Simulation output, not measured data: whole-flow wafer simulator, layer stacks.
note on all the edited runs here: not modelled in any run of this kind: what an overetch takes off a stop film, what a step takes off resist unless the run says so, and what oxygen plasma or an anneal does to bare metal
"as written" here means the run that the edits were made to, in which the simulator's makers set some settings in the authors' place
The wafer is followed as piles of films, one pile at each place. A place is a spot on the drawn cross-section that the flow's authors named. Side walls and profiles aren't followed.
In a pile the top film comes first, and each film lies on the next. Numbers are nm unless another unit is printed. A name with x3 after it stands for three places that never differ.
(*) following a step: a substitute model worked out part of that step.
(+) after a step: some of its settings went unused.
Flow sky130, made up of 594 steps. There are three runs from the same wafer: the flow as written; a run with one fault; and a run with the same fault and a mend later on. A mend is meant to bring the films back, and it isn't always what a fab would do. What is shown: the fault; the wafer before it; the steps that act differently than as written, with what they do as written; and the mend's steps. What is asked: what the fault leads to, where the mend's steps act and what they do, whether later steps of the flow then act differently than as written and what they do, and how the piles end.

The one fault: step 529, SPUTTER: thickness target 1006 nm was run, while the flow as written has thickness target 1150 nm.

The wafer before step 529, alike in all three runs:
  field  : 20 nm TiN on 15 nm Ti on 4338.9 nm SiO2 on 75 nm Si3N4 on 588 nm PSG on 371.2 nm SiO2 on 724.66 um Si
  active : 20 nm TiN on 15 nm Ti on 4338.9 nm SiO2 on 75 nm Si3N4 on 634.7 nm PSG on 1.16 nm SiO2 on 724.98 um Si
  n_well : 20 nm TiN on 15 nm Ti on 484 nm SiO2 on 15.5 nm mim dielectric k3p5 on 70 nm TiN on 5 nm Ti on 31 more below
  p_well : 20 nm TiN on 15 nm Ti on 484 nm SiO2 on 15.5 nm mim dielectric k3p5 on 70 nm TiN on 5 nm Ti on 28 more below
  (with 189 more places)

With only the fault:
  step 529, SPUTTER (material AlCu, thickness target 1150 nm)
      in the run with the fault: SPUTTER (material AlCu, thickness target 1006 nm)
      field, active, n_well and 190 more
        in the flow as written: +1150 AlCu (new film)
        in the run with the fault: +1006 AlCu (new film)
  Steps later in the flow that act otherwise than as written (5 more steps, not shown, differ only slightly: by at most 2% or 0.5 nm, whichever is larger):
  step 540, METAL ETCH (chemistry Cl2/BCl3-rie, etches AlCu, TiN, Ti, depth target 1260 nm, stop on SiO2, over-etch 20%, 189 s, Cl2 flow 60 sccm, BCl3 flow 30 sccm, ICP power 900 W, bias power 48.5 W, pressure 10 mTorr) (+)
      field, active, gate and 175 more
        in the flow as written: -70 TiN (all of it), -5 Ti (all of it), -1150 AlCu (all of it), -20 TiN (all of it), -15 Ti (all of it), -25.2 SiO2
        in the run with the fault: -70 TiN (all of it), -5 Ti (all of it), -1006 AlCu (all of it), -20 TiN (all of it), -15 Ti (all of it), -39.6 SiO2
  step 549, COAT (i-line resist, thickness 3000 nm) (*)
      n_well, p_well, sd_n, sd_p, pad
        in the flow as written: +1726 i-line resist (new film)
        in the run with the fault: +1854.5 i-line resist (new film)
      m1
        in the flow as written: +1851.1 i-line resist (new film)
        in the run with the fault: +1960.7 i-line resist (new film)
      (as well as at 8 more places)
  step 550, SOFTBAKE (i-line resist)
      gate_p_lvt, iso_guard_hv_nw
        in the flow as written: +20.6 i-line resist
        in the run with the fault: +17.9 i-line resist
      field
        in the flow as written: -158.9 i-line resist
        in the run with the fault: -145.8 i-line resist
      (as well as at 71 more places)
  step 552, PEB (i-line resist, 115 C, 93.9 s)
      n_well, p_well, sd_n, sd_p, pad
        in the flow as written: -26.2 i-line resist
        in the run with the fault: -28.4 i-line resist
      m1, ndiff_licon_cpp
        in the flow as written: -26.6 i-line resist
        in the run with the fault: -28.7 i-line resist
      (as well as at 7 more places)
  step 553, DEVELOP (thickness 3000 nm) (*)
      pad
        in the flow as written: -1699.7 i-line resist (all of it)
        in the run with the fault: -1826.2 i-line resist (all of it)
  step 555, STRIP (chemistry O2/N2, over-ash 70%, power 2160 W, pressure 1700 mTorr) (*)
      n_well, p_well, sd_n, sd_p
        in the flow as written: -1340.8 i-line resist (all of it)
        in the run with the fault: -1467.2 i-line resist (all of it)
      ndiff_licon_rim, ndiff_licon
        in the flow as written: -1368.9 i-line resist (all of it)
        in the run with the fault: -1491.9 i-line resist (all of it)
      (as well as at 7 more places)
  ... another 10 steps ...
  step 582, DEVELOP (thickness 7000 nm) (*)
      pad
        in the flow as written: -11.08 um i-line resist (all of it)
        in the run with the fault: -11.21 um i-line resist (all of it)
  The piles end different from the flow's at n_well, p_well, gate_hv and 102 more by more than 2% or 0.5 nm, whichever is larger.
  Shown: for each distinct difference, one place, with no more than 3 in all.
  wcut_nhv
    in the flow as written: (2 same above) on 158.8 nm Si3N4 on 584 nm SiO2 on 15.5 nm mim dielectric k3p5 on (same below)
    in the run with the fault: (2 same above) on 158.8 nm Si3N4 on 569.6 nm SiO2 on 15.5 nm mim dielectric k3p5 on (same below)
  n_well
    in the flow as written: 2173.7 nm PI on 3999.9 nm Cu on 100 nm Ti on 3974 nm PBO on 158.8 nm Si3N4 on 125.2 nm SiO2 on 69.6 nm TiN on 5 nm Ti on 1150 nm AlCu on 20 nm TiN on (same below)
    in the run with the fault: 2190.6 nm PI on 3999.9 nm Cu on 100 nm Ti on 4077.5 nm PBO on 158.8 nm Si3N4 on 125.2 nm SiO2 on 69.6 nm TiN on 5 nm Ti on 1006 nm AlCu on 20 nm TiN on (same below)
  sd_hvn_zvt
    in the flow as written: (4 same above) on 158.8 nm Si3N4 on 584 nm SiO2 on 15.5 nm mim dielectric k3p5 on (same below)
    in the run with the fault: (4 same above) on 158.8 nm Si3N4 on 569.6 nm SiO2 on 15.5 nm mim dielectric k3p5 on (same below)

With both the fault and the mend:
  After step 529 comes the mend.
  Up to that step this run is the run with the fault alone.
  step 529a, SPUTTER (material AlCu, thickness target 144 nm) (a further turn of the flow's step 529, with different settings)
      field, active, n_well and 190 more
        +144 AlCu
  None of the later steps of the flow acts differently than as written at any place that is followed.
  By the end, the piles equal the flow's at every place that both follow.
